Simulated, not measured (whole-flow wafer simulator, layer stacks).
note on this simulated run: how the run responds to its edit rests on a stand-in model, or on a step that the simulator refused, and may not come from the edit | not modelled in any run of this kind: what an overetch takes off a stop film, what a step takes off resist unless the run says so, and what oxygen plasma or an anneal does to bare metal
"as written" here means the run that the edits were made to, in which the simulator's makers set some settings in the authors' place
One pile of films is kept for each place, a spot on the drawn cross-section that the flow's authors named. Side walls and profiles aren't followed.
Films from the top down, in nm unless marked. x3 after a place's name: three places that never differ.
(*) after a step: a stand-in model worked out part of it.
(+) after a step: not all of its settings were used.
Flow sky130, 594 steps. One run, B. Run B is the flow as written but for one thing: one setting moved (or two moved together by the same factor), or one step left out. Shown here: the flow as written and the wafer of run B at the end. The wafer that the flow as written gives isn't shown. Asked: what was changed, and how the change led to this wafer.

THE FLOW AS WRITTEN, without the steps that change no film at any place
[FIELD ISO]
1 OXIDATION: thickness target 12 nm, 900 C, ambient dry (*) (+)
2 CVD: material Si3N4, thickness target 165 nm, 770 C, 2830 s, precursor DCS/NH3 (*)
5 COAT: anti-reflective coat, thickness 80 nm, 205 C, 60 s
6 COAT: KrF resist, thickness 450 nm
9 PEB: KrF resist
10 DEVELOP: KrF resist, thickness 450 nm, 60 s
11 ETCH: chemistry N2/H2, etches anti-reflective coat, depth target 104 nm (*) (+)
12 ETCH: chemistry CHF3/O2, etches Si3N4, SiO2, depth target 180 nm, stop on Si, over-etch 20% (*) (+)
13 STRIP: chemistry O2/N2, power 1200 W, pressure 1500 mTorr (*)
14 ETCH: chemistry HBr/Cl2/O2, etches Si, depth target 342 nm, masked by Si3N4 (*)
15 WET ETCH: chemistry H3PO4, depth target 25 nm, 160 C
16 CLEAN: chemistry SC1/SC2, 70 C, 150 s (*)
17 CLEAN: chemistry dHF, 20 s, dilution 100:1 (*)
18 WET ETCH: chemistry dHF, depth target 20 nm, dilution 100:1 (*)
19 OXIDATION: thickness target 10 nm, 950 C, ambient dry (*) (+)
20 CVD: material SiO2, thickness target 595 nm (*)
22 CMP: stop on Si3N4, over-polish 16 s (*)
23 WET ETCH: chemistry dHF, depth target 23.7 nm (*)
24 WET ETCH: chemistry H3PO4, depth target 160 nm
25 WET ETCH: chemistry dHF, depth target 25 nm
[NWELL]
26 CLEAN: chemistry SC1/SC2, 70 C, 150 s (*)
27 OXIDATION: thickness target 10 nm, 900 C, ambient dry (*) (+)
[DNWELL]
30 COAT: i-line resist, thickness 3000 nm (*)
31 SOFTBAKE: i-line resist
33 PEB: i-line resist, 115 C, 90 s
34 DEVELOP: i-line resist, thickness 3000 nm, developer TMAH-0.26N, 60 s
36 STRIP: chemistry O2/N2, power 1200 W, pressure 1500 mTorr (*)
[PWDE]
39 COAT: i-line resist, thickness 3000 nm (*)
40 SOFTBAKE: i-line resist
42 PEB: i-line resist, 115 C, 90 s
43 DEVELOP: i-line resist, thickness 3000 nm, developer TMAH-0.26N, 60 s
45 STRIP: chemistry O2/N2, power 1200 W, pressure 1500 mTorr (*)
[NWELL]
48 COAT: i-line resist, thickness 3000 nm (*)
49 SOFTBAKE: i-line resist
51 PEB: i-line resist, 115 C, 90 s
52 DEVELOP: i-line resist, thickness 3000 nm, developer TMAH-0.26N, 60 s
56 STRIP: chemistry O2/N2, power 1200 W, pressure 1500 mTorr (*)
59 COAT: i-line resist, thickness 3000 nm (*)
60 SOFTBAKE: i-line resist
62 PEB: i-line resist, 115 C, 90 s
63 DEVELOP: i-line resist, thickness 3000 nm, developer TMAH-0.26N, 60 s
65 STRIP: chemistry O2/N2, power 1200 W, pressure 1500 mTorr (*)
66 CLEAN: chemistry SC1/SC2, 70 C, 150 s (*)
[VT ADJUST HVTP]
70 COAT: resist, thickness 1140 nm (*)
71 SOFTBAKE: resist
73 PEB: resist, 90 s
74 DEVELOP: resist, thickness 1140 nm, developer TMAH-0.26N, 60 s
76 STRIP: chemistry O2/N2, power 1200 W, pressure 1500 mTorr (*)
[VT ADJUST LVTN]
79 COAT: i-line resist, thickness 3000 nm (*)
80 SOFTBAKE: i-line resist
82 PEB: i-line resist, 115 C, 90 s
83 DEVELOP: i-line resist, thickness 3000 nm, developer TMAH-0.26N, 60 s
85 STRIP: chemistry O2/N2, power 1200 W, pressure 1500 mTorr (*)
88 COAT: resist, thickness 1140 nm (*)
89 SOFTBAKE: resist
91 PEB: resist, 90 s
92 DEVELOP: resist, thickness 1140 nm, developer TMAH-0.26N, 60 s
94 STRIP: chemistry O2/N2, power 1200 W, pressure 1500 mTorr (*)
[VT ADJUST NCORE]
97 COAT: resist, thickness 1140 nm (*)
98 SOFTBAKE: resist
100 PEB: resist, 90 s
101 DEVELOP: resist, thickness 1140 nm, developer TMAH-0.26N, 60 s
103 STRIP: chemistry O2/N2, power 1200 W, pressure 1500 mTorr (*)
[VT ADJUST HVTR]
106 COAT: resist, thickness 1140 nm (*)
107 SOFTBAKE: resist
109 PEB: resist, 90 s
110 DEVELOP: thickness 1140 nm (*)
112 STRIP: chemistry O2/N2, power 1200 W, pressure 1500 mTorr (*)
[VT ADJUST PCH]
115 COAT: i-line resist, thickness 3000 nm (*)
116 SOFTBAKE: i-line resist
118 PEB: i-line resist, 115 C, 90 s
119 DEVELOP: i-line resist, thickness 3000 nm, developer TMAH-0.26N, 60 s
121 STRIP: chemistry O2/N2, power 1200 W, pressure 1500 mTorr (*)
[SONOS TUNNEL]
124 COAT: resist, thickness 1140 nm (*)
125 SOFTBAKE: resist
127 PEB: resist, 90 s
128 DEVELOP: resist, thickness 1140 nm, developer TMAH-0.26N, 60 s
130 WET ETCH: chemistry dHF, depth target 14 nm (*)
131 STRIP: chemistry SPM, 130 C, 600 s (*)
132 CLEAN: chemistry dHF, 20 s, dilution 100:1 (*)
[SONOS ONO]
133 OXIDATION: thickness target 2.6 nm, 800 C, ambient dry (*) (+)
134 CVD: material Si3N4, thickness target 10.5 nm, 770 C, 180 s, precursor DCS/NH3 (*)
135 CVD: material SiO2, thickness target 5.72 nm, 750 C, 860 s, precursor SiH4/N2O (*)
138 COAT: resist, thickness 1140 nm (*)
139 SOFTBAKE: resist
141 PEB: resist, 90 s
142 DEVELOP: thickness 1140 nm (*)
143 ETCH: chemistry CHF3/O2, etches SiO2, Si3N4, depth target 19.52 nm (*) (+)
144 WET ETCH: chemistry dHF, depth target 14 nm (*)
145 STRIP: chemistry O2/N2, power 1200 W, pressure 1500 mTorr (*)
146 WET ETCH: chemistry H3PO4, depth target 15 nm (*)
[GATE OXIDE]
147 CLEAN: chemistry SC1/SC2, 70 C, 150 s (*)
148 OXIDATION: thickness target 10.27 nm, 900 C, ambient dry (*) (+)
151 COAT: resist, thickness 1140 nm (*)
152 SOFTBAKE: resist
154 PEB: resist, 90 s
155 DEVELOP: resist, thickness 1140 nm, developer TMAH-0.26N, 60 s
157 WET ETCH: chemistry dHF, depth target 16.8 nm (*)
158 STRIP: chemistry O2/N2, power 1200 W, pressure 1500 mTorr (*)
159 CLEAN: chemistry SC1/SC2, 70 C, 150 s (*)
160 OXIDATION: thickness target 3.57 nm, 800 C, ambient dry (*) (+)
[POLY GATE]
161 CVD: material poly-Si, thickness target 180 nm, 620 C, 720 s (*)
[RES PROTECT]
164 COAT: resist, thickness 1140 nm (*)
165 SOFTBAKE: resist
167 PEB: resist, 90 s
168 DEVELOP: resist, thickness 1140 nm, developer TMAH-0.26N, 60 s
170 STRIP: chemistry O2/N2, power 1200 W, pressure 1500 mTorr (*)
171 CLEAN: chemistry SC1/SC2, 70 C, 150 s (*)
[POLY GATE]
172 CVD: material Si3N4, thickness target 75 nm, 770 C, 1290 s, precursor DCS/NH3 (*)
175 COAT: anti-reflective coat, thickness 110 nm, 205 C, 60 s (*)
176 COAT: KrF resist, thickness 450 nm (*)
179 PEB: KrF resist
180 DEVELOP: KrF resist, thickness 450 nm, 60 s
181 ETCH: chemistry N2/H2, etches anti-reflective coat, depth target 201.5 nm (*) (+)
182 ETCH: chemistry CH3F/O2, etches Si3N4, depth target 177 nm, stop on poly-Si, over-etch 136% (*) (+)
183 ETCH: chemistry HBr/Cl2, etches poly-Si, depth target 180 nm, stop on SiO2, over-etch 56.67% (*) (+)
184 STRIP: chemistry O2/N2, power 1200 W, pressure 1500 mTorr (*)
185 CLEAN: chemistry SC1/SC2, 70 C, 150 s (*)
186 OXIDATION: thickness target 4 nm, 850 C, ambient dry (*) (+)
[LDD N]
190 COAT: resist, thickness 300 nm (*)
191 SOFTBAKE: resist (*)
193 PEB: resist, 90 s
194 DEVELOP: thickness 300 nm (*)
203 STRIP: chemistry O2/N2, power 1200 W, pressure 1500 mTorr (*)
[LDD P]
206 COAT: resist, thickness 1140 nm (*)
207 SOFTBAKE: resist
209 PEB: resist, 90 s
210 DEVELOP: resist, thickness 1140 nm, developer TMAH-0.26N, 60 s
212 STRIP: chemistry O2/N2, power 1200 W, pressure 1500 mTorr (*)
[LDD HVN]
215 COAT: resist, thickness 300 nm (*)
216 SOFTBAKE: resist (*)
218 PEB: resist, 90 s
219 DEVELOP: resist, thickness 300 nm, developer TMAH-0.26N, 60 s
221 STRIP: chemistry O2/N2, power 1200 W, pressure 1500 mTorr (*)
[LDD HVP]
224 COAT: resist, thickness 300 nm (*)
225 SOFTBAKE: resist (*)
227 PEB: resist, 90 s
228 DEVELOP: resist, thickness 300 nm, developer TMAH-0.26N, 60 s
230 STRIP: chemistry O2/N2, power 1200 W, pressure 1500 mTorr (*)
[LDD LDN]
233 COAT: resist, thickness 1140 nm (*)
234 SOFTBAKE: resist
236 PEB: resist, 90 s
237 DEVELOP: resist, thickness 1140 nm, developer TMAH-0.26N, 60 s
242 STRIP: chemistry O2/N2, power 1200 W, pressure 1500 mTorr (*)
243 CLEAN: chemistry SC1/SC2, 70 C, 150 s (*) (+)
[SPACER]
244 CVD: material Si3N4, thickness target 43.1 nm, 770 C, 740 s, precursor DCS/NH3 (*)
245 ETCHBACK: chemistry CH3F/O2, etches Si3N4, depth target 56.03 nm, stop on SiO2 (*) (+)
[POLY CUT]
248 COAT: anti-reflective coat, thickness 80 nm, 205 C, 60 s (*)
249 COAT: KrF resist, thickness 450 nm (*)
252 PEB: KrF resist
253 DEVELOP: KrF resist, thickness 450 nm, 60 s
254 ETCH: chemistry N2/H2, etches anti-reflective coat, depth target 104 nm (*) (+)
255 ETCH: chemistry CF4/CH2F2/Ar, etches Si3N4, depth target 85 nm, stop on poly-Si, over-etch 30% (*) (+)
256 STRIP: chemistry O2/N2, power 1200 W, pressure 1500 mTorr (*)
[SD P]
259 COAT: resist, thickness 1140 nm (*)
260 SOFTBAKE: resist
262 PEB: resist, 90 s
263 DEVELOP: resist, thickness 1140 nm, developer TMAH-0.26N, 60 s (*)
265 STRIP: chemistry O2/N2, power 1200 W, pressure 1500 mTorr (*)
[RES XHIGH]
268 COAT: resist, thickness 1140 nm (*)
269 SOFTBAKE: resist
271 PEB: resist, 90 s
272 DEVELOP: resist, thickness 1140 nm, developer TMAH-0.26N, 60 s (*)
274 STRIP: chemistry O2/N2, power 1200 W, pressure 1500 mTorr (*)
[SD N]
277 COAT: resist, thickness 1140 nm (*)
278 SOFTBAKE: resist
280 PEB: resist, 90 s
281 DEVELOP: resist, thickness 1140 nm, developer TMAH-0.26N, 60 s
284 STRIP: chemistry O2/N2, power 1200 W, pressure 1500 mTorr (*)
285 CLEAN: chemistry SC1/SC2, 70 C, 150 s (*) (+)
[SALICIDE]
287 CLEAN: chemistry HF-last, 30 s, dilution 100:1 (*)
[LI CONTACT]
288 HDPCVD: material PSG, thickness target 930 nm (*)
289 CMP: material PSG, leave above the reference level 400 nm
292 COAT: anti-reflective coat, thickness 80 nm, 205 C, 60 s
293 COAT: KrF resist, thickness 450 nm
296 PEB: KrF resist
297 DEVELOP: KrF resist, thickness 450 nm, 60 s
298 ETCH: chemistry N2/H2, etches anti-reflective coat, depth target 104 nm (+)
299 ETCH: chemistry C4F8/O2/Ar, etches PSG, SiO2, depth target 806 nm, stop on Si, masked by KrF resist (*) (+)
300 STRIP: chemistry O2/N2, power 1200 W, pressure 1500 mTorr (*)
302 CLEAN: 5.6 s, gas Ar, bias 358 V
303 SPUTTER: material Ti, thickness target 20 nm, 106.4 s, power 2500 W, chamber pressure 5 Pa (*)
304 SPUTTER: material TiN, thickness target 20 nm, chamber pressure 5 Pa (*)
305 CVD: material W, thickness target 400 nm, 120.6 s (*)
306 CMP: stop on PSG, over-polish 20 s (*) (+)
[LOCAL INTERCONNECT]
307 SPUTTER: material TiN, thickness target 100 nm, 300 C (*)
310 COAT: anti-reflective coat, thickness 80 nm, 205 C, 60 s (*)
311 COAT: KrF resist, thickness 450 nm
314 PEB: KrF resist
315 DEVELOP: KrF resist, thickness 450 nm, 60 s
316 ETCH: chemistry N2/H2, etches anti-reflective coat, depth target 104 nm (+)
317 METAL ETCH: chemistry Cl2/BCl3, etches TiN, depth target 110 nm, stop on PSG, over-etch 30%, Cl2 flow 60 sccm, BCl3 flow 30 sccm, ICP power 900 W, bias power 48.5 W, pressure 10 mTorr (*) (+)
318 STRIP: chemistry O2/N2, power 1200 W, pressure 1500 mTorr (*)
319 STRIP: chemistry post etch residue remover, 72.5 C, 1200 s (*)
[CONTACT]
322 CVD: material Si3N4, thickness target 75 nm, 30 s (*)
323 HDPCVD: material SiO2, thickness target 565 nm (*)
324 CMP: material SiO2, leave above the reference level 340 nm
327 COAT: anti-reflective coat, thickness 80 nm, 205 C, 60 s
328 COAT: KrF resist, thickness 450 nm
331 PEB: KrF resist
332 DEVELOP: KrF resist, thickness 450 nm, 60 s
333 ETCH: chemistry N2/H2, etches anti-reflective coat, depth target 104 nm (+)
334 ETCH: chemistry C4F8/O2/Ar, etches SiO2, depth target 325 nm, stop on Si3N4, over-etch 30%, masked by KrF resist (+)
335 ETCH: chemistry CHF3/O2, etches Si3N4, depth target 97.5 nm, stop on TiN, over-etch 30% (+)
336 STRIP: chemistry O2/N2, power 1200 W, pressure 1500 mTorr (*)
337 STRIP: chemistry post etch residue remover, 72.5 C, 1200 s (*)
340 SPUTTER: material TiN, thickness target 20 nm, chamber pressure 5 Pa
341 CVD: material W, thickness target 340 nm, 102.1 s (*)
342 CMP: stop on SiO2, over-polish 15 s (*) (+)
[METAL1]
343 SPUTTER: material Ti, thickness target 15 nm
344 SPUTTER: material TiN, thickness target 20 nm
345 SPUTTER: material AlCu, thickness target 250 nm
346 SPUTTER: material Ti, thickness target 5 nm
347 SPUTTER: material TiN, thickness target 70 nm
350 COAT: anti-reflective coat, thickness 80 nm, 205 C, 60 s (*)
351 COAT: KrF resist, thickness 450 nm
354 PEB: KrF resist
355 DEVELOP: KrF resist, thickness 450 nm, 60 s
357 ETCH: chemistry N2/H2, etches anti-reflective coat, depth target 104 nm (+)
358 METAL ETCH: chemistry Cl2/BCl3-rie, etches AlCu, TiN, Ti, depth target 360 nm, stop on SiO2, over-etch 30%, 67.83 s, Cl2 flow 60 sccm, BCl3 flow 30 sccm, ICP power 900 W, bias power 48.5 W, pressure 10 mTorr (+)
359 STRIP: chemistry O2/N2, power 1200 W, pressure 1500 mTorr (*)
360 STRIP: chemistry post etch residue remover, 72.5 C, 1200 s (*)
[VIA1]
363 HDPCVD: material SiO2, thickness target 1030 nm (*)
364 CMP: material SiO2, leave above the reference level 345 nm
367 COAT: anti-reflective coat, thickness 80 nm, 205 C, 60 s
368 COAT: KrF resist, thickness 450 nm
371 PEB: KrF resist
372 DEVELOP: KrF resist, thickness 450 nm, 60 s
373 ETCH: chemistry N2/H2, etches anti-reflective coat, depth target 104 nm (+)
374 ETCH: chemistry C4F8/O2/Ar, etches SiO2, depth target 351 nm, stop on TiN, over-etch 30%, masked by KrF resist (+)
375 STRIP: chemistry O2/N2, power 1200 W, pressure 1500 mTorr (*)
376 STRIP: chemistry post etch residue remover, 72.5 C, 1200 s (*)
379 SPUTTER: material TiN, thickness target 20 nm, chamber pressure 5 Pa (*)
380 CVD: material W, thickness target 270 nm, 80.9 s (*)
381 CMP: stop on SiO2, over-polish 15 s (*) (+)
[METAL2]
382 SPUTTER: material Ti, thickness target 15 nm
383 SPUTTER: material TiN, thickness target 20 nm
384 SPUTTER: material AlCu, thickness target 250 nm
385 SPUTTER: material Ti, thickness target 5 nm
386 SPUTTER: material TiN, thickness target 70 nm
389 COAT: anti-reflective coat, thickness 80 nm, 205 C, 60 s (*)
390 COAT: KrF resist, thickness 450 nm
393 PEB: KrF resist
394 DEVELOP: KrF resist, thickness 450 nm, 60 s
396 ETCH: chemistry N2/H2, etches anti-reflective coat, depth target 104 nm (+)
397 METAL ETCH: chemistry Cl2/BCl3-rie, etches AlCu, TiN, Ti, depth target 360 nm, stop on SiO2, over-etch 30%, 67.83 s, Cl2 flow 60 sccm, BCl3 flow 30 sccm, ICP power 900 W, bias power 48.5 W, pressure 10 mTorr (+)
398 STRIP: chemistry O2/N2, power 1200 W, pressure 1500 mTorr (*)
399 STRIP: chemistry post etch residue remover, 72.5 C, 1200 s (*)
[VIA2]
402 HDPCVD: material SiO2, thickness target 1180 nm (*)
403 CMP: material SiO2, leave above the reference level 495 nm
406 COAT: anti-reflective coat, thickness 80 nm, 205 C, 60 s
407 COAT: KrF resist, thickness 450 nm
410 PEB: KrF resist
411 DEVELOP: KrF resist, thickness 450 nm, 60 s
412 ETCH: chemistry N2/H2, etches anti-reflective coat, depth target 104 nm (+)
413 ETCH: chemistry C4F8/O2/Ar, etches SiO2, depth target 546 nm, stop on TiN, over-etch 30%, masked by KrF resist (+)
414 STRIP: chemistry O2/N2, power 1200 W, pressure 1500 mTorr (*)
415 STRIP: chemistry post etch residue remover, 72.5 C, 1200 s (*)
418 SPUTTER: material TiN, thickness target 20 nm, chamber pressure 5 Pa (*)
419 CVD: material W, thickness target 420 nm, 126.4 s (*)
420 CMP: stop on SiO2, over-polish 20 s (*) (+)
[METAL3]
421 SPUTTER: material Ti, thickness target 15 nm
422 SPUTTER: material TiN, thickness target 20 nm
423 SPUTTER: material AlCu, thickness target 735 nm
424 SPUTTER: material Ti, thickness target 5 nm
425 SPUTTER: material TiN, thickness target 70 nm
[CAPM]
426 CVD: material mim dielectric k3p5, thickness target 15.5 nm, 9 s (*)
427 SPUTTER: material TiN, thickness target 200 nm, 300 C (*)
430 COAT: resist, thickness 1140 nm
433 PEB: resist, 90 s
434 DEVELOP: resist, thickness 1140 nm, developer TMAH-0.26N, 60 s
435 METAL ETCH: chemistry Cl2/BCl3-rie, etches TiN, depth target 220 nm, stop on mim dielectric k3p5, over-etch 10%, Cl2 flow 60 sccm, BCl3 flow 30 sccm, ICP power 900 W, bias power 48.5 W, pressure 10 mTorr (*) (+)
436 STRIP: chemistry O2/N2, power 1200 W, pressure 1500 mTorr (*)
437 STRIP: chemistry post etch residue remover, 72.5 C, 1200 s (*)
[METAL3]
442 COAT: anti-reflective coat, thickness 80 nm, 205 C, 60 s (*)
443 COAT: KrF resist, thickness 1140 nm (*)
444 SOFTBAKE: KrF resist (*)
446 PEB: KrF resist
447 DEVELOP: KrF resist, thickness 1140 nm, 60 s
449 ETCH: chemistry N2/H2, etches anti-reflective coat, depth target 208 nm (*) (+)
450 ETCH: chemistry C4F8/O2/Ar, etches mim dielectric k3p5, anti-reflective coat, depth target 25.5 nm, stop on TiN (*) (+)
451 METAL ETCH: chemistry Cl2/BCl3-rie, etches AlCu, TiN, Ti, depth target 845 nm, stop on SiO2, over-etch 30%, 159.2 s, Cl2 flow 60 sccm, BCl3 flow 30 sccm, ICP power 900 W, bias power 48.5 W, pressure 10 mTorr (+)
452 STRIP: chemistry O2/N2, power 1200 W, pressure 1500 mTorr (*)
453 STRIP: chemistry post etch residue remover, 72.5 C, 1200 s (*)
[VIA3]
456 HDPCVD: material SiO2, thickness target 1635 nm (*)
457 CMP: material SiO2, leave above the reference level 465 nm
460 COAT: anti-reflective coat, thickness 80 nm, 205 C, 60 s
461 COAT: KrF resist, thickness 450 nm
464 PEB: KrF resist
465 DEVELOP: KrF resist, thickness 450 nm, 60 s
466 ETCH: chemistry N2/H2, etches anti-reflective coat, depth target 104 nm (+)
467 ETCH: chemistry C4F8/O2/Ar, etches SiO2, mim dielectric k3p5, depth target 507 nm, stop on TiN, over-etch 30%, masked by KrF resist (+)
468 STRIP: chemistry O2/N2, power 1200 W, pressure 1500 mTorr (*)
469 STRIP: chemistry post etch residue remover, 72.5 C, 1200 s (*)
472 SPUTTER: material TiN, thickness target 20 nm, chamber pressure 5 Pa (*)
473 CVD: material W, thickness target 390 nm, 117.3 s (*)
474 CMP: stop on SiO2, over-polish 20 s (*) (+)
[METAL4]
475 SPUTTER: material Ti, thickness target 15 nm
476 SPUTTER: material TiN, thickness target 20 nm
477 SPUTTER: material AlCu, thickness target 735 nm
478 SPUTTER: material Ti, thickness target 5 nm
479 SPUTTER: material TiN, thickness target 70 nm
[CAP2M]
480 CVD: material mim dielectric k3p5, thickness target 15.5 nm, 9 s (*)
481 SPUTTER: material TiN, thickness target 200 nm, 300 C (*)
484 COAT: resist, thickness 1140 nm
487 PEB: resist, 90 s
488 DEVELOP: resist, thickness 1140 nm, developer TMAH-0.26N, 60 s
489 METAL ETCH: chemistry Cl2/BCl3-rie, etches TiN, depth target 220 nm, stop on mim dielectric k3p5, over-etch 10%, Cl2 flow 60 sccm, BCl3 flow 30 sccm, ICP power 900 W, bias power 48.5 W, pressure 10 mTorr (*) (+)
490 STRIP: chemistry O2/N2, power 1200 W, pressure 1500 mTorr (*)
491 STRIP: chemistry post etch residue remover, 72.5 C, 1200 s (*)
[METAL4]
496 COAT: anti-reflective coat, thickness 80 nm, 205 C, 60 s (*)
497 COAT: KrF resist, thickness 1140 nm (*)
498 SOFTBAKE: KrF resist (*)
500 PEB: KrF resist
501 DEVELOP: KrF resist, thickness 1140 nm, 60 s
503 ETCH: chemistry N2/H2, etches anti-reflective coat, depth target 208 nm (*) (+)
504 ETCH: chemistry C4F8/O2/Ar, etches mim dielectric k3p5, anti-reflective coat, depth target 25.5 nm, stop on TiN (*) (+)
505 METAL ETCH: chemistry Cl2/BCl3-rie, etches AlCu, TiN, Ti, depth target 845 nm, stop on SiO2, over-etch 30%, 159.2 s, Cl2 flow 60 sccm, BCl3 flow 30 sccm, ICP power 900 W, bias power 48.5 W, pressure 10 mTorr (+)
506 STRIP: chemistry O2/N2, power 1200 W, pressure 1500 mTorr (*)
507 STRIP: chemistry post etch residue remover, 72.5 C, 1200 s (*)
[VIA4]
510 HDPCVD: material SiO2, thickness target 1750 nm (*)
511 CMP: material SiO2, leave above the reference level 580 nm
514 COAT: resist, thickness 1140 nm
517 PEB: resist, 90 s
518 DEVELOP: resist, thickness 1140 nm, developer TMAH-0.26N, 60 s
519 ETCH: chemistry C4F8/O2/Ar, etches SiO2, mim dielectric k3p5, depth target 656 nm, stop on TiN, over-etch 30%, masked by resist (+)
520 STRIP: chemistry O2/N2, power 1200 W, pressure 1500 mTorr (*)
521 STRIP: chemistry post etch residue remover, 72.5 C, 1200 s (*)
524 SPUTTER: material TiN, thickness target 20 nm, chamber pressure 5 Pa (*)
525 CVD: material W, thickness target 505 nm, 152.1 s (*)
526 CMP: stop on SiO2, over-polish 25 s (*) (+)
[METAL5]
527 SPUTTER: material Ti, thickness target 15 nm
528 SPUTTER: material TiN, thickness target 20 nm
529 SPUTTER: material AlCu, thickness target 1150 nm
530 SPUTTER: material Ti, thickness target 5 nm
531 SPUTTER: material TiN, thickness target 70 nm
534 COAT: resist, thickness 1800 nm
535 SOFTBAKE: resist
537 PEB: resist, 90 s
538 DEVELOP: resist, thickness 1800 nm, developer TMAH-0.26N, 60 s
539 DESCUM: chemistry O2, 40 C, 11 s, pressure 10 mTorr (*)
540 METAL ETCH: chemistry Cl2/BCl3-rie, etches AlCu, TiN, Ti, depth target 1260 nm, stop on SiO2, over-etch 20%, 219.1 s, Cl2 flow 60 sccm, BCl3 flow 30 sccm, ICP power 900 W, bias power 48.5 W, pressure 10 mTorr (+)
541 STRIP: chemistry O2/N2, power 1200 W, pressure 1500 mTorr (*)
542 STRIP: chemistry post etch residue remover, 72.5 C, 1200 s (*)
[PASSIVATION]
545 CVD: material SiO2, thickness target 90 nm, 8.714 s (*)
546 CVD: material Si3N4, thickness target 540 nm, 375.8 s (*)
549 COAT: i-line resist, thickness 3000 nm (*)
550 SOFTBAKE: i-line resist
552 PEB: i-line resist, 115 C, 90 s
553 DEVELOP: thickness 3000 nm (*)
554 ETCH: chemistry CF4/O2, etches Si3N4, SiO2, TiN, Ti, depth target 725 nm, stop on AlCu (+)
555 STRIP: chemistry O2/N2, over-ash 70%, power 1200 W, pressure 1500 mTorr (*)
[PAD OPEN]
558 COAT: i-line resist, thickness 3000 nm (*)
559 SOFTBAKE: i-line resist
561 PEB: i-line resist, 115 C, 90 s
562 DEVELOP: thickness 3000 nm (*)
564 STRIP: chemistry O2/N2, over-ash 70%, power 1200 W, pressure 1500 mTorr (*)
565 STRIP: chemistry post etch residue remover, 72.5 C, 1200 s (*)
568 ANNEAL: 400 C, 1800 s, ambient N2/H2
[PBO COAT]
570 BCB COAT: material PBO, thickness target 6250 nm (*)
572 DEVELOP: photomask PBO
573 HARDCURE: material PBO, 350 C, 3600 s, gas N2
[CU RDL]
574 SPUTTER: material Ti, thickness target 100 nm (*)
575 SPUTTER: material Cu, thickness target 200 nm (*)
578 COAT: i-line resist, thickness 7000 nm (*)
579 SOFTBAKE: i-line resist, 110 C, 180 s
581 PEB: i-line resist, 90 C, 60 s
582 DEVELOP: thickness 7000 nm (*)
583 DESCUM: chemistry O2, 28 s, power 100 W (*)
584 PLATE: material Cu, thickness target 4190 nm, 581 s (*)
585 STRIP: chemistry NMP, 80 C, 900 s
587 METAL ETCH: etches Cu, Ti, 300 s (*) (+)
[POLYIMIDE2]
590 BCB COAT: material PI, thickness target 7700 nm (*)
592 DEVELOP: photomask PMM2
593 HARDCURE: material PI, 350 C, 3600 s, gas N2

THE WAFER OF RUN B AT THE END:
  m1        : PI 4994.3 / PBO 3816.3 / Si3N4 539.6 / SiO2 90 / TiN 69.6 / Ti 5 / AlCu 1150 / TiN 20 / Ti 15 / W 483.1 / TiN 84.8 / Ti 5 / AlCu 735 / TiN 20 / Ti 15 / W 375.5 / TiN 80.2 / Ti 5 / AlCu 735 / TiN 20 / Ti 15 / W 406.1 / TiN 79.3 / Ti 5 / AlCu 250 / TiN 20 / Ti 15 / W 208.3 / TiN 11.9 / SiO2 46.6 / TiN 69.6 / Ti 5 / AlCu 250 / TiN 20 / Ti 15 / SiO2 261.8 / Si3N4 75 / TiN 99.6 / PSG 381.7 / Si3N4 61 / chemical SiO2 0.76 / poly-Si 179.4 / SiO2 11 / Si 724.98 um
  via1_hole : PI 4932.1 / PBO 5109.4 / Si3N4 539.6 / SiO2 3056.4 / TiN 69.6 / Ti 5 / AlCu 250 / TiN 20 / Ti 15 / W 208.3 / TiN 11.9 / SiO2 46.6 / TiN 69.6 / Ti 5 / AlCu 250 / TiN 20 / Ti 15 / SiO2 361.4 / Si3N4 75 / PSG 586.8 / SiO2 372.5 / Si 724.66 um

The cause: step 373, ETCH: depth target 72.8 nm was run, where the flow has depth target 104 nm; step 374, ETCH: depth target 246 nm was run, where the flow has depth target 351 nm.

How the change led to this, step by step:
  373 ETCH: chemistry N2/H2, etches anti-reflective coat, depth target 104 nm (+)
      m1, via1_hole: anti-reflective coat -72.8 (as written it would be: anti-reflective coat -80 (all of it), SiO2 -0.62)
      field, active, n_well and 186 more: KrF resist -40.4 (as written it would be: KrF resist -57.8)
  374 ETCH: chemistry C4F8/O2/Ar, etches SiO2, depth target 351 nm, stop on TiN, over-etch 30%, masked by KrF resist (+)
      m1, via1_hole: anti-reflective coat -7.2 (all of it), SiO2 -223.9 (as written it would be: SiO2 -269.8 (all of it))
      field, active, n_well and 186 more: KrF resist -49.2 (as written it would be: KrF resist -70.1)
  375 STRIP: chemistry O2/N2, power 1200 W, pressure 1500 mTorr (*)
      field, active, n_well and 186 more: KrF resist -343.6 (all of it), anti-reflective coat -80 (all of it) (as written it would be: KrF resist -305.3 (all of it), anti-reflective coat -80 (all of it))
  379 SPUTTER: material TiN, thickness target 20 nm, chamber pressure 5 Pa (*)
      m1: TiN +11.9 (new film) (as written it would be: TiN +11)
      via1_hole: TiN +11.9 (new film) (as written it would be: TiN +10.9)
  380 CVD: material W, thickness target 270 nm, 80.9 s (*)
      m1, via1_hole: W +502 (new film) (as written it would be: W +549.9 (new film))
Counting metal films that touch as one body, m1 has 3 bodies (between them, from the top down: SiO2 46.6; SiO2 261.8 / Si3N4 75); the flow as written gives 2 bodies (between them, from the top down: SiO2 261.8 / Si3N4 75).
Counting metal films that touch as one body, via1_hole has 2 bodies (between them, from the top down: SiO2 46.6); the flow as written gives 1 body.
